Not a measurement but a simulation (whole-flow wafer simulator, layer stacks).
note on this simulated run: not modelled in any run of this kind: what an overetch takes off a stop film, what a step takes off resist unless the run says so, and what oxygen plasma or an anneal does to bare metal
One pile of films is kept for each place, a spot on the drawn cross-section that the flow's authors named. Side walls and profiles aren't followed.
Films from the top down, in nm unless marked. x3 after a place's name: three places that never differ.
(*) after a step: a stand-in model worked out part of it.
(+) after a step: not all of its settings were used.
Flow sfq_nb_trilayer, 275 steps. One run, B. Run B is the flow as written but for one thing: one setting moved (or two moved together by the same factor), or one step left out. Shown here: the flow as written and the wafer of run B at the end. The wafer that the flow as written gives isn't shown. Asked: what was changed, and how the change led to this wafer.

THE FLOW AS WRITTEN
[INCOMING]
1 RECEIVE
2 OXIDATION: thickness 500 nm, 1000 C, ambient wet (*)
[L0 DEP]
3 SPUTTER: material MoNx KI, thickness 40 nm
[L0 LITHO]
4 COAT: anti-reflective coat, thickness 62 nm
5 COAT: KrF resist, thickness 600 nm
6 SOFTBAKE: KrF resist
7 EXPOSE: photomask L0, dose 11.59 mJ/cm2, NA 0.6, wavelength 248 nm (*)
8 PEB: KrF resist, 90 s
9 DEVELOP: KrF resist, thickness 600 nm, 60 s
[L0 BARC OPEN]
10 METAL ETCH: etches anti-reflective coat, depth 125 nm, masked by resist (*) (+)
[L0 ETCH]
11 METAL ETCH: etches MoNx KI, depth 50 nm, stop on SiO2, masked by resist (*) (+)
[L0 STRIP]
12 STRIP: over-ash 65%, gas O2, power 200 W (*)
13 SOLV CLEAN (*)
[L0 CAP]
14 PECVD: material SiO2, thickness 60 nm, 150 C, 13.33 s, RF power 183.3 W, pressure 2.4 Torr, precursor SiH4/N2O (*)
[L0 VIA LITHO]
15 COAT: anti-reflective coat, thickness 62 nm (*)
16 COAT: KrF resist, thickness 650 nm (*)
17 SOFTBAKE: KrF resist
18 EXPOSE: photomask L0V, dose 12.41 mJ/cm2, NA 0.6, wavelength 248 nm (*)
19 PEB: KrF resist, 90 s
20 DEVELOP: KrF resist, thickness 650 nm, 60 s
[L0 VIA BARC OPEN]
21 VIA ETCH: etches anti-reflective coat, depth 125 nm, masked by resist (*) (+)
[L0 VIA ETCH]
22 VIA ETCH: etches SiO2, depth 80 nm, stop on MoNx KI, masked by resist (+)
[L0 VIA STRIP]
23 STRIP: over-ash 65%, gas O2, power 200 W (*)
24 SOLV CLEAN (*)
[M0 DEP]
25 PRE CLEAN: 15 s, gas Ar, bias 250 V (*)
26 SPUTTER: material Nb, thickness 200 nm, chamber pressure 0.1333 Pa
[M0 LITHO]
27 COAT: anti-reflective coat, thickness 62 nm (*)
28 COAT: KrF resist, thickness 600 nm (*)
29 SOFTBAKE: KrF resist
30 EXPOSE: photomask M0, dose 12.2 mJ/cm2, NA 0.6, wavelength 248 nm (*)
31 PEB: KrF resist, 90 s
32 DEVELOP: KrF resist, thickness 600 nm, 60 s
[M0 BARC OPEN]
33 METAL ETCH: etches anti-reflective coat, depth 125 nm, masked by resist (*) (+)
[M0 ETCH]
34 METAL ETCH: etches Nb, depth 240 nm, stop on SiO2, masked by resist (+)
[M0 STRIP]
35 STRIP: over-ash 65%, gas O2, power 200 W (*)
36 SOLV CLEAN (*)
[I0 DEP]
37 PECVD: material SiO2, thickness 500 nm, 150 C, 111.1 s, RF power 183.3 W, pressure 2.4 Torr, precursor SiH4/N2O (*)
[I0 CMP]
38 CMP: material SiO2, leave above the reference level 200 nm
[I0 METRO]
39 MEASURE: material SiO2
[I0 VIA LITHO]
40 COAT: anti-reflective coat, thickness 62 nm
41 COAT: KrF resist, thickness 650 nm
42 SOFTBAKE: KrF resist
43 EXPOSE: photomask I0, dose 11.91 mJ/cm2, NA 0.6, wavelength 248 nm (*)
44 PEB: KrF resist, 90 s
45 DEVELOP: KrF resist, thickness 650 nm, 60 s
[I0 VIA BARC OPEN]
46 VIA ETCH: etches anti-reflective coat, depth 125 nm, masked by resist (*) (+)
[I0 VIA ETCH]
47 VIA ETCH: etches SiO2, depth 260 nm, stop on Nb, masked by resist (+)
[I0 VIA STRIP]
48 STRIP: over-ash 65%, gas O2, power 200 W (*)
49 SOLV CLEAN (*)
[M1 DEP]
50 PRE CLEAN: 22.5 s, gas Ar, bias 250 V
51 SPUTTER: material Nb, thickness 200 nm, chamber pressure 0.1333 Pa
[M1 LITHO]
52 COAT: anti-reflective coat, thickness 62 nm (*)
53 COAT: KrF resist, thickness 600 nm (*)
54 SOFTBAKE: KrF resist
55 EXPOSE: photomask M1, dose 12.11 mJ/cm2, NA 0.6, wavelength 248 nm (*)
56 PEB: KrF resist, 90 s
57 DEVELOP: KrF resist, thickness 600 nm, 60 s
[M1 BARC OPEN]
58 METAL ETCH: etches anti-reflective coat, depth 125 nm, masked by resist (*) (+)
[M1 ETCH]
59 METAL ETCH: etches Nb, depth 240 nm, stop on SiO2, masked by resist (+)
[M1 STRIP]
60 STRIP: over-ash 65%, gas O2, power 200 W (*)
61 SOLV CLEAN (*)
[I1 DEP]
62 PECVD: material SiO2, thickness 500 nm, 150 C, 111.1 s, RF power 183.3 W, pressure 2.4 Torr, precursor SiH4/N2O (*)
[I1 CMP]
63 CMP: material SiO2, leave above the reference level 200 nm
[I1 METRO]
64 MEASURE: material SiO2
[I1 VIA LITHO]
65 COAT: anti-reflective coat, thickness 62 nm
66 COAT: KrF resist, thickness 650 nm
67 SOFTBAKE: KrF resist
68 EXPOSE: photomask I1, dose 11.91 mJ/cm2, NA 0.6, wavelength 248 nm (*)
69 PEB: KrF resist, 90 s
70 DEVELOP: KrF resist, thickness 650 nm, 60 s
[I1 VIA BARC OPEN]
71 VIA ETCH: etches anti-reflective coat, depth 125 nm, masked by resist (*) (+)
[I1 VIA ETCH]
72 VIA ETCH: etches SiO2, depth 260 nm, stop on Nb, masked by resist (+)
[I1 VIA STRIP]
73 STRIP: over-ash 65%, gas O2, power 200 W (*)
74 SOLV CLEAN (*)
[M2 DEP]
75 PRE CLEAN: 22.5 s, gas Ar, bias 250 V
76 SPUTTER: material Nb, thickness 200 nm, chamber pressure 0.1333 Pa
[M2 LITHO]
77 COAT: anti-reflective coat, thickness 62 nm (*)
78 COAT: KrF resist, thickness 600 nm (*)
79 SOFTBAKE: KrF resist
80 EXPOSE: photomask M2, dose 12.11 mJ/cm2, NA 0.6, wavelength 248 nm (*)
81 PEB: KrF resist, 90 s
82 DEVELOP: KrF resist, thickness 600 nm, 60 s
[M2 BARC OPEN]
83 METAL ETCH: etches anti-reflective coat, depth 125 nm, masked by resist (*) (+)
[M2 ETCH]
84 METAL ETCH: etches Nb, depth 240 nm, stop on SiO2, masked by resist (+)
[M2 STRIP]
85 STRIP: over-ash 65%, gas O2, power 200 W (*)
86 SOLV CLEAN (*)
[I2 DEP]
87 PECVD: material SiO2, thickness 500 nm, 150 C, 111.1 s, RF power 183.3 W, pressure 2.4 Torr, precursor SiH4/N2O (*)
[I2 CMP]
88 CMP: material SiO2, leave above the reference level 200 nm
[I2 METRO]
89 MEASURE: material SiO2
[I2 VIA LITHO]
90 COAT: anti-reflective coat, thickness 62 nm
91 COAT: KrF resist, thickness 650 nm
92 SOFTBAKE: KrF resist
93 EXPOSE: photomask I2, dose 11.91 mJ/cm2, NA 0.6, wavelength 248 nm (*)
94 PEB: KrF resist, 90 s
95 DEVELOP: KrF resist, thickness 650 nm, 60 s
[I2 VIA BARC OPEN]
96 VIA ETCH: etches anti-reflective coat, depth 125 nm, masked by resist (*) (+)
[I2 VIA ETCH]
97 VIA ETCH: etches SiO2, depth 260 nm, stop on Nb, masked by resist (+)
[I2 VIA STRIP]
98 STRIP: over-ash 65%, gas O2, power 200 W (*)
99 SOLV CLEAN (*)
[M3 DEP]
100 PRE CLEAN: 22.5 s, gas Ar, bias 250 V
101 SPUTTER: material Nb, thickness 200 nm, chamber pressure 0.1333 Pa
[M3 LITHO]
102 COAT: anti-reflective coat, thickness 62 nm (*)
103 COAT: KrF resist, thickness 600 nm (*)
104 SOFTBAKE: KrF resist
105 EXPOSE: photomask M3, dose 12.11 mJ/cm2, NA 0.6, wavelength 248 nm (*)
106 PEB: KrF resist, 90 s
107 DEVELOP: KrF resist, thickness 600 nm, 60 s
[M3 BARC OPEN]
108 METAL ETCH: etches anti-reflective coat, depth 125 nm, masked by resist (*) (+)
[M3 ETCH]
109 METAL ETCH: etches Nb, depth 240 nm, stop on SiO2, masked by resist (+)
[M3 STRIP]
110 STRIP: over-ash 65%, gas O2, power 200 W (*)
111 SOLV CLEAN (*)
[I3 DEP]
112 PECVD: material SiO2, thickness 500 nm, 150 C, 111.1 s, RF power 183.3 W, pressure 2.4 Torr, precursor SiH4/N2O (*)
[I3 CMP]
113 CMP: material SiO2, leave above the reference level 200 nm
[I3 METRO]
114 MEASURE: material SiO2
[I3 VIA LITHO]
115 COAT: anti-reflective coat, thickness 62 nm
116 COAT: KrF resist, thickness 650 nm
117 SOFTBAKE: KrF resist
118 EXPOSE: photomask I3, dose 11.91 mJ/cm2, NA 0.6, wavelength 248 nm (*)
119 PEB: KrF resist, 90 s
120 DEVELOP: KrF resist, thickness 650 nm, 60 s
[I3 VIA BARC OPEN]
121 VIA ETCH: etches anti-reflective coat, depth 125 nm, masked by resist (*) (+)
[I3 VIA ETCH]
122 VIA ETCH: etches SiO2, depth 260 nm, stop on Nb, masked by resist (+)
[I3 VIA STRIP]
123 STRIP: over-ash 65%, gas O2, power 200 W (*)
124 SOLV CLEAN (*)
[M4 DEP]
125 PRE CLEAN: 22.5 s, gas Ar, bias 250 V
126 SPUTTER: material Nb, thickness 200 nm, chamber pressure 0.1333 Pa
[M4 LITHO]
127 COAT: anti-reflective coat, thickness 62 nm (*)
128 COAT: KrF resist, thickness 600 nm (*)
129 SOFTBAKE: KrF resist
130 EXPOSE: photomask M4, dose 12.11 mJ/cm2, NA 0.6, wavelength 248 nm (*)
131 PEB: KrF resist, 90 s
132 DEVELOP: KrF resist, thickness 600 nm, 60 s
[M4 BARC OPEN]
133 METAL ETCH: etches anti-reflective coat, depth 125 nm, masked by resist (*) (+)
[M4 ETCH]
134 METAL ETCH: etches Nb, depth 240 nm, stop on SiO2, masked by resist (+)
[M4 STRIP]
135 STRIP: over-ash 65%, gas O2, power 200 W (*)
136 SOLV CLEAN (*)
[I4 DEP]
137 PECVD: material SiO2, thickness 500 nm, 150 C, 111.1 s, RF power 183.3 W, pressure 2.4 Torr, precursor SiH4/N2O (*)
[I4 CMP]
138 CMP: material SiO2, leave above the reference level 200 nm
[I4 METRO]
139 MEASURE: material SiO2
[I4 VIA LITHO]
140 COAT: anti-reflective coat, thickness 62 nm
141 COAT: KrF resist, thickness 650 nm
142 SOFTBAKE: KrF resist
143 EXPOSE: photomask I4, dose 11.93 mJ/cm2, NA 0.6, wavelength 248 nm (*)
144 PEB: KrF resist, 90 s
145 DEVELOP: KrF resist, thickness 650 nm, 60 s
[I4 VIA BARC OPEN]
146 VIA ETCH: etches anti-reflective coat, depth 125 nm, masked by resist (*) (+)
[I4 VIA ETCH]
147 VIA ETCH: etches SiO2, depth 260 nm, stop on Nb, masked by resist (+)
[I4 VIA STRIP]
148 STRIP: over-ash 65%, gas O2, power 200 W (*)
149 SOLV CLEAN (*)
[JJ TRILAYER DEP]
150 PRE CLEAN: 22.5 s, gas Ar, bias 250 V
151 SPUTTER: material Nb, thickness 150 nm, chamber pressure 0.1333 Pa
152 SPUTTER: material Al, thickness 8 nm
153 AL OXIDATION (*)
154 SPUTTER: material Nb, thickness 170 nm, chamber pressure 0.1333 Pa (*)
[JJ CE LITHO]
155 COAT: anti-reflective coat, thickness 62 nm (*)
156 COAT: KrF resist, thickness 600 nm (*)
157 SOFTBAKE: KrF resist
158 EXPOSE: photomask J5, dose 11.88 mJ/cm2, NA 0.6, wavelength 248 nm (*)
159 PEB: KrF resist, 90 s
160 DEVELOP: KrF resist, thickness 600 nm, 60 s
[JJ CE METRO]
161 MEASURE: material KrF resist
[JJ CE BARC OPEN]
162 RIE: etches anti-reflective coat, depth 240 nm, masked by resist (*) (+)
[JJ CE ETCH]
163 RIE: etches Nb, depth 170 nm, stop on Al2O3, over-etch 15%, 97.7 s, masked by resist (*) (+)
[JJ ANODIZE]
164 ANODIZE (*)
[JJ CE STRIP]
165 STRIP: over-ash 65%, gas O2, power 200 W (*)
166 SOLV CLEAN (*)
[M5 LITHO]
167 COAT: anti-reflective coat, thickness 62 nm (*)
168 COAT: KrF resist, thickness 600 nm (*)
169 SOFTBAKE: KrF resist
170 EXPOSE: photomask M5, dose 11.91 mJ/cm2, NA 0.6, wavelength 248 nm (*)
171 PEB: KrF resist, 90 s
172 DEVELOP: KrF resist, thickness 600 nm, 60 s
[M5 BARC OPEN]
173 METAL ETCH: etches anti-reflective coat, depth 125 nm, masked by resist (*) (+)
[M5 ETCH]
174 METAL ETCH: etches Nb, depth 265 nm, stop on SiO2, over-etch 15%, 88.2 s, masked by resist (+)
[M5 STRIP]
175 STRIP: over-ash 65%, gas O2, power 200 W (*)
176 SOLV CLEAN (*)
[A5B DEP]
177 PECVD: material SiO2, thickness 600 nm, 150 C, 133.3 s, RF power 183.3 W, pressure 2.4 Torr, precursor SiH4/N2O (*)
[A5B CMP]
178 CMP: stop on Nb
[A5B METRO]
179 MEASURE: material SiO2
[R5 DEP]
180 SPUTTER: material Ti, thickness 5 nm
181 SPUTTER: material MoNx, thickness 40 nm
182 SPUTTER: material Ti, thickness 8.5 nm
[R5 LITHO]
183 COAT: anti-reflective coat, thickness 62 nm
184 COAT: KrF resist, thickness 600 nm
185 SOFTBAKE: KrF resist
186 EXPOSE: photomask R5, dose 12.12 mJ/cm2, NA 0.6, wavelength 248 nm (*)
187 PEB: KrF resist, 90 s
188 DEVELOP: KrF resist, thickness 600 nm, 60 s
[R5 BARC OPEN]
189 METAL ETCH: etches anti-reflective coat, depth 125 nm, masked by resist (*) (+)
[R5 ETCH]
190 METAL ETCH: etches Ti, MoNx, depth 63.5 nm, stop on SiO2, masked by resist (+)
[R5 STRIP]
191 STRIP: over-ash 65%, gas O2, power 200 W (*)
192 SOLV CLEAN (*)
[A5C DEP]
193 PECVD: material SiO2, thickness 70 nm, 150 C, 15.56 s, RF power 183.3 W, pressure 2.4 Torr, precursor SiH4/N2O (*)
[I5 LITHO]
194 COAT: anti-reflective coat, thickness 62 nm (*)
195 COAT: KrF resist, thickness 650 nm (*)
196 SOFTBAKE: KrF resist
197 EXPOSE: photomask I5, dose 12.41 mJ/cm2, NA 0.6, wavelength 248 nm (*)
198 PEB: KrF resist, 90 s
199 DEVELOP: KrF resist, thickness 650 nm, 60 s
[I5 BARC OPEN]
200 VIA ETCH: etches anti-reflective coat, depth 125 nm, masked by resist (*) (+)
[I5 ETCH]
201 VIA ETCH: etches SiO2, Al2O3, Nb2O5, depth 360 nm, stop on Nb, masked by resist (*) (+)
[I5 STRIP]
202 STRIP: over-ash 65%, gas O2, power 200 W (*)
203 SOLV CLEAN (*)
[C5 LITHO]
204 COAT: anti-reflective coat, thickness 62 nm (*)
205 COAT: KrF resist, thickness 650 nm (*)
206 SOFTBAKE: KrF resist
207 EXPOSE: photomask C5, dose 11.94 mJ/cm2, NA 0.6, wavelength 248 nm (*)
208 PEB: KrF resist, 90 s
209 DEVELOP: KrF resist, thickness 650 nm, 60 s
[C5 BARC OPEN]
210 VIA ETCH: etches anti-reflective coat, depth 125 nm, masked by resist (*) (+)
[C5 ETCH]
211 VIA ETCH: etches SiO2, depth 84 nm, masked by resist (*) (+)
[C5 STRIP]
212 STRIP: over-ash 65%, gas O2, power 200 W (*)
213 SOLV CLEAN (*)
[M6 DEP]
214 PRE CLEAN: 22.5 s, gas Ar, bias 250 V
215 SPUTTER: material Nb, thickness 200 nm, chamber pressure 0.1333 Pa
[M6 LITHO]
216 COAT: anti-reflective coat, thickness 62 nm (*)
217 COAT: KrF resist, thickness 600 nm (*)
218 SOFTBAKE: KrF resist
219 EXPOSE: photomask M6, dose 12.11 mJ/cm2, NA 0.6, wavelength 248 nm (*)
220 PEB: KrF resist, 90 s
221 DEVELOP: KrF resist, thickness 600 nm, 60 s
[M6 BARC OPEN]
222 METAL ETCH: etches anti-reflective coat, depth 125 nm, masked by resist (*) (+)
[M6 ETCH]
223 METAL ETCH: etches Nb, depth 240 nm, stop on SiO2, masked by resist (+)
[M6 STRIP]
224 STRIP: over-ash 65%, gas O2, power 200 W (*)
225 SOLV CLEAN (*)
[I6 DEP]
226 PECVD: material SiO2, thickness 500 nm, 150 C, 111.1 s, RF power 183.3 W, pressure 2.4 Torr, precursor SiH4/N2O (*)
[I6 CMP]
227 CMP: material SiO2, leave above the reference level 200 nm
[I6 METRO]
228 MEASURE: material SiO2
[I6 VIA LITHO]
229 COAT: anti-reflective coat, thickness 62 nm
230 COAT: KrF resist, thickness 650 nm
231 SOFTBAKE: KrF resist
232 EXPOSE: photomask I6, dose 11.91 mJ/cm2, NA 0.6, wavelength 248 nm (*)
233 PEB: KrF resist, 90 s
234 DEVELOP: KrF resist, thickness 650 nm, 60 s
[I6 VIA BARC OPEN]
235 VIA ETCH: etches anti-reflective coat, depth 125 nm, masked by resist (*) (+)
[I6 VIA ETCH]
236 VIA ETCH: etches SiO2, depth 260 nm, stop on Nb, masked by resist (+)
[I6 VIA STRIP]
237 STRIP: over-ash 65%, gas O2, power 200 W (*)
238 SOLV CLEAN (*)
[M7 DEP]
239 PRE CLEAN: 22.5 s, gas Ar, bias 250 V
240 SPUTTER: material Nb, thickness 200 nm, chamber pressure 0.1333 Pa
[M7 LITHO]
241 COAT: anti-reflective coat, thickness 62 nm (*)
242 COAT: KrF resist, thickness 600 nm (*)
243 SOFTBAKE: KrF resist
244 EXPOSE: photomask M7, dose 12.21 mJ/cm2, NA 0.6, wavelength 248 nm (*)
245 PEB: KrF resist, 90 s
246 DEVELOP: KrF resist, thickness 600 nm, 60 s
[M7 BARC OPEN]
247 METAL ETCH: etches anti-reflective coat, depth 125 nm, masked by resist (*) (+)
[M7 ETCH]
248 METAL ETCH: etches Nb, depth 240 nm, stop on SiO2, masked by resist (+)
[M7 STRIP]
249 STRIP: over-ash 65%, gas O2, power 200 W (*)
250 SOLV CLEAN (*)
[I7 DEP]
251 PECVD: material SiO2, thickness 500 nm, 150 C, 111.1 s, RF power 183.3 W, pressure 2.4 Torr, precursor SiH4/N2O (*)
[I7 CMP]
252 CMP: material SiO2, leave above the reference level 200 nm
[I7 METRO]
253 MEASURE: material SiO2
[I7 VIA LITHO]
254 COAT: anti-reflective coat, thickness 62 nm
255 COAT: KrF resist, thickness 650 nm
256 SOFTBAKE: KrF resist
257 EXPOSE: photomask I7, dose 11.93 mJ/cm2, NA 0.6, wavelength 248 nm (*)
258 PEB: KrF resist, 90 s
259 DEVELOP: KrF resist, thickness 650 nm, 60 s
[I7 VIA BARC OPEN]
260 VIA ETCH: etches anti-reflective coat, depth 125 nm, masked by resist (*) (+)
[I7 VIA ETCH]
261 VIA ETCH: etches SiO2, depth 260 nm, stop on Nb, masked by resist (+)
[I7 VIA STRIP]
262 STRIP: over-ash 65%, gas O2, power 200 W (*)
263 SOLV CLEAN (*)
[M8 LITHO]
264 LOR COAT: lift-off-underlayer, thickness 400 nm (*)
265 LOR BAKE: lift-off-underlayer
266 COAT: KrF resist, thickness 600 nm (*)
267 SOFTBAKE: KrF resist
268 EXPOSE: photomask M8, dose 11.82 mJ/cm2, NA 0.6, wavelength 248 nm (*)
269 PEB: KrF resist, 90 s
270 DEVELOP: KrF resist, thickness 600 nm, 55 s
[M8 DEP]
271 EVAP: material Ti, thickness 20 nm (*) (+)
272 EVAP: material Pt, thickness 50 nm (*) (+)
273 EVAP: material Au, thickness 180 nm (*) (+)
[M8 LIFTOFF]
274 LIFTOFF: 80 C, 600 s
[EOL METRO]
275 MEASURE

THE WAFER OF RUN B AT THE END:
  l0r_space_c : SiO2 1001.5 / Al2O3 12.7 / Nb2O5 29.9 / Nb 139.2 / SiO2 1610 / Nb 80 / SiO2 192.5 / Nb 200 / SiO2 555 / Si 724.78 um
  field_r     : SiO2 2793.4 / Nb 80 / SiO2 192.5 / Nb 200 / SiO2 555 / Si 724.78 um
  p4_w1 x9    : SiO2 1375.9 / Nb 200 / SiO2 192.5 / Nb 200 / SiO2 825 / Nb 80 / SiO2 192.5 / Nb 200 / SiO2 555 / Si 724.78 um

The cause: step 51, SPUTTER: thickness 320 nm was run, where the flow has thickness 200 nm.

How the change led to this, step by step:
  51 SPUTTER: material Nb, thickness 200 nm, chamber pressure 0.1333 Pa
      field_l, v_sur, via_wl and 102 more: Nb +320 (new film) (as written it would be: Nb +200 (new film))
      via_w: Nb +281.3 (as written it would be: Nb +174.5)
  52 COAT: anti-reflective coat, thickness 62 nm (*)
      via_w: anti-reflective coat +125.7 (new film) (as written it would be: anti-reflective coat +123.1 (new film))
  59 METAL ETCH: etches Nb, depth 240 nm, stop on SiO2, masked by resist (+)
      field_l, be, be_sur and 79 more: Nb -240 (as written it would be: Nb -200 (all of it))
  60 STRIP: over-ash 65%, gas O2, power 200 W (*)
      via_w: KrF resist -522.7 (all of it), anti-reflective coat -125.7 (all of it) (as written it would be: KrF resist -513.8 (all of it), anti-reflective coat -123.1 (all of it))
  62 PECVD: material SiO2, thickness 500 nm, 150 C, 111.1 s, RF power 183.3 W, pressure 2.4 Torr, precursor SiH4/N2O (*)
      field_l, be, be_sur and 72 more: SiO2 +500 (new film) (as written it would be: SiO2 +500)
      lsp_m, ln_m6, lsp_r, l0_sur, l0v: SiO2 +493.9 (new film) (as written it would be: SiO2 +494.9)
      (and at 2 more places)
  63 CMP: material SiO2, leave above the reference level 200 nm
      field_l, be, be_sur and 72 more: SiO2 -60 (as written it would be: SiO2 -100)
      lsp_m, ln_m6, lsp_r, l0_sur, l0v: SiO2 -53.9 (as written it would be: SiO2 -94.9)
      (and at 1 more place)
Counting metal films that touch as one body, l0r_space_c has 3 bodies (between them, from the top down: SiO2 1610; SiO2 192.5); the flow as written gives 2 bodies (between them, from the top down: SiO2 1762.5).
Counting metal films that touch as one body, field_r has 2 bodies (between them, from the top down: SiO2 192.5); the flow as written gives 1 body.
Counting metal films that touch as one body, p4_w1 x9 has 4 bodies (between them, from the top down: SiO2 192.5; SiO2 825; SiO2 192.5); the flow as written gives 3 bodies (between them, from the top down: SiO2 192.5; SiO2 977.5).
